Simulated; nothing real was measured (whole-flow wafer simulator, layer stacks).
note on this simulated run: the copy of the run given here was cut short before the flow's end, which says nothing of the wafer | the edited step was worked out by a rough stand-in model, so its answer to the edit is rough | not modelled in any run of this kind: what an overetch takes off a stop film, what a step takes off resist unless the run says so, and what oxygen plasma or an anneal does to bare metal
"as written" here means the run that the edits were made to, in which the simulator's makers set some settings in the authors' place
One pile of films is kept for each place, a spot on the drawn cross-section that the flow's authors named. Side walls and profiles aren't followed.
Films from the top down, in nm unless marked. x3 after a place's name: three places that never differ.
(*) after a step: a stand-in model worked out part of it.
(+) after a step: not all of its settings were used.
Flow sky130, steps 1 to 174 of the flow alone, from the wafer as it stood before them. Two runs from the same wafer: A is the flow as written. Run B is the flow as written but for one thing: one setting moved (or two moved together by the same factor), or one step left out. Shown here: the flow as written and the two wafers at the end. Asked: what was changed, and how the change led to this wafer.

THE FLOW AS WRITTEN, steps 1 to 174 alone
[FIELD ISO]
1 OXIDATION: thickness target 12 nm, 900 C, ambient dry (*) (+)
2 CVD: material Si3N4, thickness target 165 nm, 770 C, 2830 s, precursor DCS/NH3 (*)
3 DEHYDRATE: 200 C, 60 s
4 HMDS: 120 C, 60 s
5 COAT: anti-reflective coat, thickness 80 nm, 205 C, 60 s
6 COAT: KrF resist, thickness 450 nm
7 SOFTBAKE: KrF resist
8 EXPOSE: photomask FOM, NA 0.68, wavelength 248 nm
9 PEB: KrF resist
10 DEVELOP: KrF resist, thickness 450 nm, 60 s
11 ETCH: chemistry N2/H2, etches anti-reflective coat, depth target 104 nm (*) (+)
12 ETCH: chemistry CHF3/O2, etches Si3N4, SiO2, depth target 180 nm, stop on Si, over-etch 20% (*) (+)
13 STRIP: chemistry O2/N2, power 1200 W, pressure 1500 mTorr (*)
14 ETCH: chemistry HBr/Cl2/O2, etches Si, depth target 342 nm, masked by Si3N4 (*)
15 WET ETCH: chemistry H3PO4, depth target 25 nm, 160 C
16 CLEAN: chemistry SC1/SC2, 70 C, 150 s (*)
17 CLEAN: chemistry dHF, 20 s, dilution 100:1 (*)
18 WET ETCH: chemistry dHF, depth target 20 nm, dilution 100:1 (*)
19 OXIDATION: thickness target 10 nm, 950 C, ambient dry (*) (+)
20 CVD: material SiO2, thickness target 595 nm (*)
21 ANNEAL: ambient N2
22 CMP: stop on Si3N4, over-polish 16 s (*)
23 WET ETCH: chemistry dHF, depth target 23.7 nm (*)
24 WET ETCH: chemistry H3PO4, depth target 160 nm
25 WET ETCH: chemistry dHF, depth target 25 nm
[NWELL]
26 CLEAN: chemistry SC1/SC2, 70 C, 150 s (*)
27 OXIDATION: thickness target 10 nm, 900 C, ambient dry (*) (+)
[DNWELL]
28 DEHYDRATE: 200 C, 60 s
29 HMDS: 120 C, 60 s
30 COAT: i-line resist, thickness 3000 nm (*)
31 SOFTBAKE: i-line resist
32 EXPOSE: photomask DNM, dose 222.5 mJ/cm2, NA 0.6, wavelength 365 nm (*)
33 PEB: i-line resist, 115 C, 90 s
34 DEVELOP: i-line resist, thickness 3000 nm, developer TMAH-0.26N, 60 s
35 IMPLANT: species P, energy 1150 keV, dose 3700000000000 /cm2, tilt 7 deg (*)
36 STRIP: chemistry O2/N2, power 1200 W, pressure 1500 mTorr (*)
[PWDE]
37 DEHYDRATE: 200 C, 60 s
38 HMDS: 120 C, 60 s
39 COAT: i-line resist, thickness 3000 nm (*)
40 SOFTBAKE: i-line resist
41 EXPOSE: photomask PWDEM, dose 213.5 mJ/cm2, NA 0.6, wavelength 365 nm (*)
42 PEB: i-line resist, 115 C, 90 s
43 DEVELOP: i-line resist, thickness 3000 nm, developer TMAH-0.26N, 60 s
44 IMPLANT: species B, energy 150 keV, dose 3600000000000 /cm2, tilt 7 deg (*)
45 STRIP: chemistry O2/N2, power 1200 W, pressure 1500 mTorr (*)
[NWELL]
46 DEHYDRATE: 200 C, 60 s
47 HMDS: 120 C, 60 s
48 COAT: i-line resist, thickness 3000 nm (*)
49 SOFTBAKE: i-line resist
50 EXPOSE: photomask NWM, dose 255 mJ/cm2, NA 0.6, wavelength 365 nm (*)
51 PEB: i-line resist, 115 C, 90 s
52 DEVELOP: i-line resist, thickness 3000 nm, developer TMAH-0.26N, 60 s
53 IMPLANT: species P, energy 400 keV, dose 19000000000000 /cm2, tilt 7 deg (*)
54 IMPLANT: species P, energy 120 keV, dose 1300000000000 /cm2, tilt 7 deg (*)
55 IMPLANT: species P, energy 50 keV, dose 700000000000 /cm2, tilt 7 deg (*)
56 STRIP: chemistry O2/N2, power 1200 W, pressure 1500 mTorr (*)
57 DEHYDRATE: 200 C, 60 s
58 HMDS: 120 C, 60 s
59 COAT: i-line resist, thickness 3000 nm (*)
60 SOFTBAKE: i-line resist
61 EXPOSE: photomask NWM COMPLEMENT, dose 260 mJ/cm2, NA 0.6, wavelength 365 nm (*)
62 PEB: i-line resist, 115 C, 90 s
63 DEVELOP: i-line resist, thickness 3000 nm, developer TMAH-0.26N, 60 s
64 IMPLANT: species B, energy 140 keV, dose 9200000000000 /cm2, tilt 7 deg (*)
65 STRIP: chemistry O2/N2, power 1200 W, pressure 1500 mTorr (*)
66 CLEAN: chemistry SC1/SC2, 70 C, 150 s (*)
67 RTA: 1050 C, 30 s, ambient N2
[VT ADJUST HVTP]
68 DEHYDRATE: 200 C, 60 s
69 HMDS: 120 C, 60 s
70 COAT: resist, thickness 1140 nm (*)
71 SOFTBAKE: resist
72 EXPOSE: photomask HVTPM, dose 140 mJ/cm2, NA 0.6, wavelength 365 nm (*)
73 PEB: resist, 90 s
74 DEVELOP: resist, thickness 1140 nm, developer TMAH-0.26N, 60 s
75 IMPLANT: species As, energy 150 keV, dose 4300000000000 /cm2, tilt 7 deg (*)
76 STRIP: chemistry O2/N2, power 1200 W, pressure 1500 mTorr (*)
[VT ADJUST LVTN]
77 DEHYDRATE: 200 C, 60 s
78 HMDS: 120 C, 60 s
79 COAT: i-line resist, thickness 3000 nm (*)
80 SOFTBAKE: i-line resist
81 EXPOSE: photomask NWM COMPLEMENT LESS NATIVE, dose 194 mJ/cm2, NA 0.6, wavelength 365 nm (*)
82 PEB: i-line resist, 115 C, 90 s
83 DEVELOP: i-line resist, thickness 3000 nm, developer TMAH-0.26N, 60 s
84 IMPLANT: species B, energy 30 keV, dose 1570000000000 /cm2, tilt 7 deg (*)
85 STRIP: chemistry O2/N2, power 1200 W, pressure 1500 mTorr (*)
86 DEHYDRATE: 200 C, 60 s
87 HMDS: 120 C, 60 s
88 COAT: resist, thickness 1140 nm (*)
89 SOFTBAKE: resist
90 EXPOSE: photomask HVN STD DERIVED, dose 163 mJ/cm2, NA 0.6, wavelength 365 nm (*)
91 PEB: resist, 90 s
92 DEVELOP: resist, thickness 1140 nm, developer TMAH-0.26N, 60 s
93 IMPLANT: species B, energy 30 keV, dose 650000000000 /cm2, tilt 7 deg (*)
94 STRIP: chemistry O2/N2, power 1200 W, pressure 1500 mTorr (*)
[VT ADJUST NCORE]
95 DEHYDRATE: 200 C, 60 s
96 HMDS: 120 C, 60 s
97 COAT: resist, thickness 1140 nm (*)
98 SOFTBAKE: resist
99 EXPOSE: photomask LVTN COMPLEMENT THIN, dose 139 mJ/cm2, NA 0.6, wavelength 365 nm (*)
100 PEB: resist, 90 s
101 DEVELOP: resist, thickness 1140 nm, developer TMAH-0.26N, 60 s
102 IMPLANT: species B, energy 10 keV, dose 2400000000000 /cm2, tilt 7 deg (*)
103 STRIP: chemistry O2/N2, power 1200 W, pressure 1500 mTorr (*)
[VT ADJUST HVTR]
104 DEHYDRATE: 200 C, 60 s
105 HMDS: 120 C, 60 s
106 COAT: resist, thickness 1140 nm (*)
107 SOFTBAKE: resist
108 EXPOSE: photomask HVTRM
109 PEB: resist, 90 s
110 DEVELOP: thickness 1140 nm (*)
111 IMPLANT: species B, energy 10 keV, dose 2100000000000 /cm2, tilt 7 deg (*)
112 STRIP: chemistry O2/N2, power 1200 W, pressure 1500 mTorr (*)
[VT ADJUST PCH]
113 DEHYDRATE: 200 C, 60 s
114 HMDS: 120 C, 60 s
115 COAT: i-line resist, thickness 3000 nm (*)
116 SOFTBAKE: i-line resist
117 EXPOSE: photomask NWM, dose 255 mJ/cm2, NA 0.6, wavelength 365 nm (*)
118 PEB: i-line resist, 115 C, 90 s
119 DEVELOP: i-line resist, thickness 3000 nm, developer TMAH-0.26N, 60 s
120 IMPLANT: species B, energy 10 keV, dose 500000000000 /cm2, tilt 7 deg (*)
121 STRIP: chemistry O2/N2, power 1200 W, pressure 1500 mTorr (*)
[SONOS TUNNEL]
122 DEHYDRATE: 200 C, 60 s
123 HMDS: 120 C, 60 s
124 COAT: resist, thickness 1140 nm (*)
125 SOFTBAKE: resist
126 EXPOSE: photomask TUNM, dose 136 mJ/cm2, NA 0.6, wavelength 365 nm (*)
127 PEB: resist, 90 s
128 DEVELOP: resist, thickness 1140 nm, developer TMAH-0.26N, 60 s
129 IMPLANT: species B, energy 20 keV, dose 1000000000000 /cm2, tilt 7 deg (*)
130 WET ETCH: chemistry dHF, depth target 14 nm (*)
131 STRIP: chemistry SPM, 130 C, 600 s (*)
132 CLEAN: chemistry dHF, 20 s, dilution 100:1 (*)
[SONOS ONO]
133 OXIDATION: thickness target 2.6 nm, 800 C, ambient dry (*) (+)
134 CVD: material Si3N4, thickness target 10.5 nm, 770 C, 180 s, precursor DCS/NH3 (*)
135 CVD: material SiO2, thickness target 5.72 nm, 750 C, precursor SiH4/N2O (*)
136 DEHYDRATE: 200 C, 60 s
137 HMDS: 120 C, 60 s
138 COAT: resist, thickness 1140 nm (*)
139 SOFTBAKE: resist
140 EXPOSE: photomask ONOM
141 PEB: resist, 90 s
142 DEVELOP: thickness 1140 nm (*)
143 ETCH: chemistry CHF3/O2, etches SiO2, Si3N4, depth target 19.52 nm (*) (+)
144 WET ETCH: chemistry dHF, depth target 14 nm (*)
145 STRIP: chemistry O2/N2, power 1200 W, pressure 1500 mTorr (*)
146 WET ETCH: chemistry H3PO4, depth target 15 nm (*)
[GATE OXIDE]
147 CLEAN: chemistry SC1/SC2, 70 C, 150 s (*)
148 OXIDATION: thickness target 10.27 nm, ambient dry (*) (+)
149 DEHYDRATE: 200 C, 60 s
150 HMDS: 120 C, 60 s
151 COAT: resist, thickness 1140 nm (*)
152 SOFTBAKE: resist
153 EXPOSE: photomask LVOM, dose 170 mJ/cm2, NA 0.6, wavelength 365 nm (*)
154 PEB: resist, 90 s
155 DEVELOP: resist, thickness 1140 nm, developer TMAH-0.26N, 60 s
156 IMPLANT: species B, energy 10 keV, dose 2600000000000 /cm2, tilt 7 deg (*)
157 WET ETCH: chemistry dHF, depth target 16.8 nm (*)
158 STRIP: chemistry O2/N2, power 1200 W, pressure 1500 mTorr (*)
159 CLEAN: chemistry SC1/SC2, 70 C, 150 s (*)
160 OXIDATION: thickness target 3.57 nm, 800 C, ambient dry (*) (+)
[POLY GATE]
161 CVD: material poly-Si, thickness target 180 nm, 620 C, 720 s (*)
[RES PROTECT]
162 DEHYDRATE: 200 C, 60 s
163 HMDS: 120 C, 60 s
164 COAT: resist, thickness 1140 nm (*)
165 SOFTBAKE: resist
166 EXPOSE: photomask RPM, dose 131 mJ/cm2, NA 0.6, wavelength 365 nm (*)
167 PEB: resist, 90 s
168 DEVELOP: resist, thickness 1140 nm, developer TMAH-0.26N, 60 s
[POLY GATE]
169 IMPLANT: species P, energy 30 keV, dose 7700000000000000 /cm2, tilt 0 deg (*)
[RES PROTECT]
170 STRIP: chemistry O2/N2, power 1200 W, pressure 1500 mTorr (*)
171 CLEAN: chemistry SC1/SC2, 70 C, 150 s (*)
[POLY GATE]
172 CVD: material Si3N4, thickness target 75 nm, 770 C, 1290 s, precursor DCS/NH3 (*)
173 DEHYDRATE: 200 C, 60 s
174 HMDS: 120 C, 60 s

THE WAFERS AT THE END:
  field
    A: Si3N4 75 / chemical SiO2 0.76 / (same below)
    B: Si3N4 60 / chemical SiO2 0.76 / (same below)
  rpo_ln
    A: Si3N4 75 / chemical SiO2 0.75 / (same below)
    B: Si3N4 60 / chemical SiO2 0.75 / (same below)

The cause: step 172, CVD: 1032 s was run, where the flow has 1290 s.

How the change led to this, step by step:
  172 CVD: material Si3N4, thickness target 75 nm, 770 C, 1290 s, precursor DCS/NH3 (*)
      field, active, n_well and 187 more: A Si3N4 +75 (new film) | B Si3N4 +60 (new film)
